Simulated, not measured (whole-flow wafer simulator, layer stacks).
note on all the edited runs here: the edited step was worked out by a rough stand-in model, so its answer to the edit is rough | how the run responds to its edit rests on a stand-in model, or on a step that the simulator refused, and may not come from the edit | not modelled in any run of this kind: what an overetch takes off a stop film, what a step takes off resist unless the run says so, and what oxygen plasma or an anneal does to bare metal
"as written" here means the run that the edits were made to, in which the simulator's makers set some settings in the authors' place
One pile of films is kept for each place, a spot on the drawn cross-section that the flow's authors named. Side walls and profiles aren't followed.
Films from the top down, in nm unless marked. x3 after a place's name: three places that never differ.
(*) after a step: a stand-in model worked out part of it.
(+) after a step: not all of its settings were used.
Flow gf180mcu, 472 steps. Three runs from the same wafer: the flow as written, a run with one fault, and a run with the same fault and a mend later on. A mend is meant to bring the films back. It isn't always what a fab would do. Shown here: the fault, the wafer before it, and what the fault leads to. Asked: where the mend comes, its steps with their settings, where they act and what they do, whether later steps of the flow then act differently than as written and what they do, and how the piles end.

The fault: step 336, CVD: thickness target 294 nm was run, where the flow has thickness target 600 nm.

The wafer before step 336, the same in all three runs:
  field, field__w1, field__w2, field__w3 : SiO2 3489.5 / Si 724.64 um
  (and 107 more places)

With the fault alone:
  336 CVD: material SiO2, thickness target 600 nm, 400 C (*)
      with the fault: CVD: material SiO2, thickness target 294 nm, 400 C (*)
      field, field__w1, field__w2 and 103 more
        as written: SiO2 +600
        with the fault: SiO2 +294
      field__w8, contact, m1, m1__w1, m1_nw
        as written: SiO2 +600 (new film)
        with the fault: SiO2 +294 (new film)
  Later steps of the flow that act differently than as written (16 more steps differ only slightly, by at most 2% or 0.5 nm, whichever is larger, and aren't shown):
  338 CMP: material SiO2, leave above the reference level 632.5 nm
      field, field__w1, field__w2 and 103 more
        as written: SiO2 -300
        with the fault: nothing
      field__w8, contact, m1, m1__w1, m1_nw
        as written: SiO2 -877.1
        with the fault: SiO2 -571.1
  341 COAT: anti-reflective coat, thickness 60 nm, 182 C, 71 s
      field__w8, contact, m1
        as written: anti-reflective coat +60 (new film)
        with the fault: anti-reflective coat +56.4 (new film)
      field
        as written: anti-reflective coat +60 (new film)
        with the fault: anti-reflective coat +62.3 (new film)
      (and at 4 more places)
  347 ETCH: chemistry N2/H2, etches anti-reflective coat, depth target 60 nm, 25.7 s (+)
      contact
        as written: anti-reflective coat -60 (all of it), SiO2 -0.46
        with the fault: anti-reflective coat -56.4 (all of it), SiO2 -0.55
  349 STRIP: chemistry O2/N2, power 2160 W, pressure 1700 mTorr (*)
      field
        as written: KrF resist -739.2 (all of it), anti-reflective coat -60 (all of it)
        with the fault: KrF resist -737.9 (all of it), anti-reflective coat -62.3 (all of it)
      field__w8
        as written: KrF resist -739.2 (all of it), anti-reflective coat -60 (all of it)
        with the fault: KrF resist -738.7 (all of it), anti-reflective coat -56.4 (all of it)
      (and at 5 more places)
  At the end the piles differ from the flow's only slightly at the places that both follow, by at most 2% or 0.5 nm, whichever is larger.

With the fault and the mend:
  The mend comes after step 336.
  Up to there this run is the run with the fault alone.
  336a CVD: material SiO2, thickness target 306 nm, 400 C (*) (the flow's step 336 once more, with other settings)
      field, field__w1, field__w2 and 108 more
        SiO2 +306
  No later step of the flow acts differently than as written at any place that is followed.
  At the end the piles are the same as the flow's at every place that both follow.
